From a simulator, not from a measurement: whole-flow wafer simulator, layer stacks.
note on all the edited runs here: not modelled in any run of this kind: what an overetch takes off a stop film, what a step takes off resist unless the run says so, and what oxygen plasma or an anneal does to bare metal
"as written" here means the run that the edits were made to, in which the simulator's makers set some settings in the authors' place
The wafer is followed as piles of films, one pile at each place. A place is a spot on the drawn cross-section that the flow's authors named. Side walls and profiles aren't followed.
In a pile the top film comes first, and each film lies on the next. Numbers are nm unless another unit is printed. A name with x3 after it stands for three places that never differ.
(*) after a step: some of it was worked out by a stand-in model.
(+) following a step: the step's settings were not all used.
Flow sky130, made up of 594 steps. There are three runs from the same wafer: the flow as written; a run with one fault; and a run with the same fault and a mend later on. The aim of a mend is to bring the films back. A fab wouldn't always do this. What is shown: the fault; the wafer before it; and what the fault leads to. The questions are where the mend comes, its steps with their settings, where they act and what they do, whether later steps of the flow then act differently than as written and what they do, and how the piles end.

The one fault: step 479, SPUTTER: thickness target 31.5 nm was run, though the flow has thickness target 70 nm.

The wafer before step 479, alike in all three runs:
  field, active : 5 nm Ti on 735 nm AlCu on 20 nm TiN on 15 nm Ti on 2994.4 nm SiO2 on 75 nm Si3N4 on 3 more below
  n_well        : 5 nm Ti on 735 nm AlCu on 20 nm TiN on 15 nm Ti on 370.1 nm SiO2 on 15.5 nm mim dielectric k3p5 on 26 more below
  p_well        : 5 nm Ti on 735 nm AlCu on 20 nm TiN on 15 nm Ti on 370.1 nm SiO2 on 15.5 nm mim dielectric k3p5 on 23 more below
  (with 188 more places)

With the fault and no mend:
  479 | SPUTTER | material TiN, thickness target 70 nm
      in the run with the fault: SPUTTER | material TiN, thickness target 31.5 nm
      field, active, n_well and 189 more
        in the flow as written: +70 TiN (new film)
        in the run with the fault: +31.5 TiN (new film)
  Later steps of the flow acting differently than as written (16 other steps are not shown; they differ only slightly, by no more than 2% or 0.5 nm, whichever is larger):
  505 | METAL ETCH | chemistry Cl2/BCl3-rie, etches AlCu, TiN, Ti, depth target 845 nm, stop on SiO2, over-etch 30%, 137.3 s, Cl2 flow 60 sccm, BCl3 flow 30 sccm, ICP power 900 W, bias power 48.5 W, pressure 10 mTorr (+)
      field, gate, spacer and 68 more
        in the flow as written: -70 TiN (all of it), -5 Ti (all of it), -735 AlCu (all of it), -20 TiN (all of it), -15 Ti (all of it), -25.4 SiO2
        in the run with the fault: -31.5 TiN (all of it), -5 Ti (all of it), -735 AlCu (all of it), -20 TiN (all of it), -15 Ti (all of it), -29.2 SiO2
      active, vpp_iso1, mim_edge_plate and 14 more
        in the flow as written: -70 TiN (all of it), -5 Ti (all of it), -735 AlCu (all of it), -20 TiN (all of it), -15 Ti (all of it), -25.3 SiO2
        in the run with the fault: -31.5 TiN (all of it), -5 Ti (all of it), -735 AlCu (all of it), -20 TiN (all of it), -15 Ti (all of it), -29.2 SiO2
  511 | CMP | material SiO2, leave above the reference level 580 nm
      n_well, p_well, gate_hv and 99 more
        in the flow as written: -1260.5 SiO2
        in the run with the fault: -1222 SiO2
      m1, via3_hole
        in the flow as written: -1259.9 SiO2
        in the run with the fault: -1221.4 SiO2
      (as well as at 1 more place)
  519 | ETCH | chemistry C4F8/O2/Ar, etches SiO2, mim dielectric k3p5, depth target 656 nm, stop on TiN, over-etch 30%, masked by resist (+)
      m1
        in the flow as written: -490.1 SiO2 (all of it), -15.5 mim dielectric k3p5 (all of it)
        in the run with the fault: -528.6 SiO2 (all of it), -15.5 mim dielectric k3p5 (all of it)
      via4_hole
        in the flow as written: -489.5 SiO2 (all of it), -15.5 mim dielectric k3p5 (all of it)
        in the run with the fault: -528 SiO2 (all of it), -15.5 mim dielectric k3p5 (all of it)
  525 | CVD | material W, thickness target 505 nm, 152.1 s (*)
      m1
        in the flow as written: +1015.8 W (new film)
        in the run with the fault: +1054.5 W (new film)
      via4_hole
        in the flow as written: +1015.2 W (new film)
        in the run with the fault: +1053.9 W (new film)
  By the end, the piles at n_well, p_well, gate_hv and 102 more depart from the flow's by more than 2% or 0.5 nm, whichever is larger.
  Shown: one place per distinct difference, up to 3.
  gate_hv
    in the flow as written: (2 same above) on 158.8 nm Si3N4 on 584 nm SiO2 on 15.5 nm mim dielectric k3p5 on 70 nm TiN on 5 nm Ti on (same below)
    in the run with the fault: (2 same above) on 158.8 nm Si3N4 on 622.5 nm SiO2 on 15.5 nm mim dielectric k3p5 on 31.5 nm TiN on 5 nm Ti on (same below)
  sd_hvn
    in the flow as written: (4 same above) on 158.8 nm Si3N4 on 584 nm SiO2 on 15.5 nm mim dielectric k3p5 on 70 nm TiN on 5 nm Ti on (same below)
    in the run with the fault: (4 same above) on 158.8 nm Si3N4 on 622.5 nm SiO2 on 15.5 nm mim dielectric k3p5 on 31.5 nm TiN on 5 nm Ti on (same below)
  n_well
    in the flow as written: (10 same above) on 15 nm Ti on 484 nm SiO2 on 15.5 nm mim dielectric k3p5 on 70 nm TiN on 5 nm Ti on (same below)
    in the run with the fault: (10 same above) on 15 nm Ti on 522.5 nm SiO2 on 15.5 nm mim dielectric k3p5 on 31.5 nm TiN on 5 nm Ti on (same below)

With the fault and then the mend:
  The mend follows step 479.
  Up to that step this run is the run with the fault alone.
  479a | SPUTTER | material TiN, thickness target 38.5 nm (a further turn of the flow's step 479, with different settings)
      field, active, n_well and 189 more
        +38.5 TiN
  None of the later steps of the flow acts differently than as written at any place that is followed.
  By the end, the piles equal the flow's at every place that both follow.
